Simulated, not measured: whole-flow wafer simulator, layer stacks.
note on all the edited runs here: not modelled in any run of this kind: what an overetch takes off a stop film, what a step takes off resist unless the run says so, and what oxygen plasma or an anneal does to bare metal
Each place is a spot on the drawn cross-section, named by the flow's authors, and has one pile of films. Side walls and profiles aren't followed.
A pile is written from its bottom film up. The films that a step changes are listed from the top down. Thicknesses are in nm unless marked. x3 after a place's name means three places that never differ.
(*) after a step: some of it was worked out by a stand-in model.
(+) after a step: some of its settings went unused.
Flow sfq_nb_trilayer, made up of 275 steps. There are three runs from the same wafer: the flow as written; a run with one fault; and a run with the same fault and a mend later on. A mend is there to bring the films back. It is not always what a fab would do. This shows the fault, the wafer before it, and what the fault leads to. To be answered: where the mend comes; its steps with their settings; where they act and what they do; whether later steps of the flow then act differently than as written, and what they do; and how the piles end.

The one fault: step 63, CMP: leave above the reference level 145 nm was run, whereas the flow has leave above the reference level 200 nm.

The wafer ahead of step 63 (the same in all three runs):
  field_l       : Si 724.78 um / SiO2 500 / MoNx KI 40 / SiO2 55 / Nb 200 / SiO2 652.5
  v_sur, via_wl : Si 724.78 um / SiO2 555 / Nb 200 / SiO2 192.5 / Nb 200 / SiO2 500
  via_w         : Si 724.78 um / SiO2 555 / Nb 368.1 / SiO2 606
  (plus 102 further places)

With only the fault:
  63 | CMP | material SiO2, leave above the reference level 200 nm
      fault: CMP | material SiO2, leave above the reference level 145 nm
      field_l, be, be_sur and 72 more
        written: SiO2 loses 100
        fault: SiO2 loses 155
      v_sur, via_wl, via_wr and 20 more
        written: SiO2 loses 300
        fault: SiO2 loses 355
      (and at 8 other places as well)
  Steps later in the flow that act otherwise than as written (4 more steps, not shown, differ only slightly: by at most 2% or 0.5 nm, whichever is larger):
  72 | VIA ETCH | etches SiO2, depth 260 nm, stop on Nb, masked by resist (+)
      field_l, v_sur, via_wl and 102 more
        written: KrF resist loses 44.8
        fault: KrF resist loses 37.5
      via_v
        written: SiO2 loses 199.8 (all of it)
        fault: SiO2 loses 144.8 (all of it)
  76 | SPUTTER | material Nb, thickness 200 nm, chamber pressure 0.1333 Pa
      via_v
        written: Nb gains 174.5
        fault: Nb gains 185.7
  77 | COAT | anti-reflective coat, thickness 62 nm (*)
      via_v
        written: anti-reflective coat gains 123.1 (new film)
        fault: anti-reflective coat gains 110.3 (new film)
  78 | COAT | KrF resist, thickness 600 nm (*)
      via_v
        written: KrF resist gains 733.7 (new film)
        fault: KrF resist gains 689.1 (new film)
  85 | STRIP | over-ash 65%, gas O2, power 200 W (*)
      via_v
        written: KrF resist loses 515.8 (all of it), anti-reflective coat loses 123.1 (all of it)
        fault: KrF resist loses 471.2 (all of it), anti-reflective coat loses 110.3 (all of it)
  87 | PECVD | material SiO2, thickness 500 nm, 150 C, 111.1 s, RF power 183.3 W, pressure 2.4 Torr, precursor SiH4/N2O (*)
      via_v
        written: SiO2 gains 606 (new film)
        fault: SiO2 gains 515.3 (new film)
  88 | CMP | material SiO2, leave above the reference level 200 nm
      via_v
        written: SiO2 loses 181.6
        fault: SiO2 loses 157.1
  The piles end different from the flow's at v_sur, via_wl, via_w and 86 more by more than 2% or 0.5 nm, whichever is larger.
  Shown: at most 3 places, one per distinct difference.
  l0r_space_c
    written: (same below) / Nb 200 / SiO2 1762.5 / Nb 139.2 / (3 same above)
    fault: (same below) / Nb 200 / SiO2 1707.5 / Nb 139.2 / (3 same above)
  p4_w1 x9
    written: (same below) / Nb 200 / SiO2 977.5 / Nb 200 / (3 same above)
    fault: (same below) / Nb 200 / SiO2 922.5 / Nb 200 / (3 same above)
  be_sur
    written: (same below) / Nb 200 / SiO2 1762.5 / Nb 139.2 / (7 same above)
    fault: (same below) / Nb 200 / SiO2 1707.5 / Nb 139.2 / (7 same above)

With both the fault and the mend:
  The mend stands after step 70.
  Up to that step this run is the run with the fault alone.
  70a | STRIP | over-ash 65%, gas O2, power 200 W (*)
      field_l, v_sur, via_wl and 102 more
        KrF resist loses 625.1 (all of it), anti-reflective coat loses 62 (all of it)
      via_v
        anti-reflective coat loses 62 (all of it)
  70b | PECVD | material SiO2, thickness 55 nm, 150 C, 12.22 s, RF power 183.3 W, pressure 2.4 Torr, precursor SiH4/N2O (the flow's step 62, run once more with other settings)
      field_l, v_sur, via_wl and 103 more
        SiO2 gains 55
  70c | COAT | anti-reflective coat, thickness 62 nm (the flow's step 65, run once more)
      field_l, v_sur, via_wl and 103 more
        anti-reflective coat gains 62 (new film)
  70d | COAT | KrF resist, thickness 650 nm (the flow's step 66, run once more)
      field_l, v_sur, via_wl and 103 more
        KrF resist gains 650 (new film)
  70e | SOFTBAKE | KrF resist (the flow's step 67, run once more)
      does not change any film at any place that is followed
  70f | EXPOSE | photomask I1, dose 11.91 mJ/cm2, NA 0.6, wavelength 248 nm (*) (the flow's step 68, run once more)
      does not change any film at any place that is followed
  70g | PEB | KrF resist, 90 s (the flow's step 69, run once more)
      field_l, v_sur, via_wl and 103 more
        KrF resist loses 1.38
  70h | DEVELOP | KrF resist, thickness 650 nm, 60 s (the flow's step 70, run once more)
      field_l, v_sur, via_wl and 102 more
        KrF resist loses 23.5
      via_v
        KrF resist loses 648.6 (all of it)
  Later steps of the flow that are run all act as written at every place that is followed, up to a difference of at most 2% or 0.5 nm, whichever is larger.
  The piles end the same as the flow's at every place that both follow.
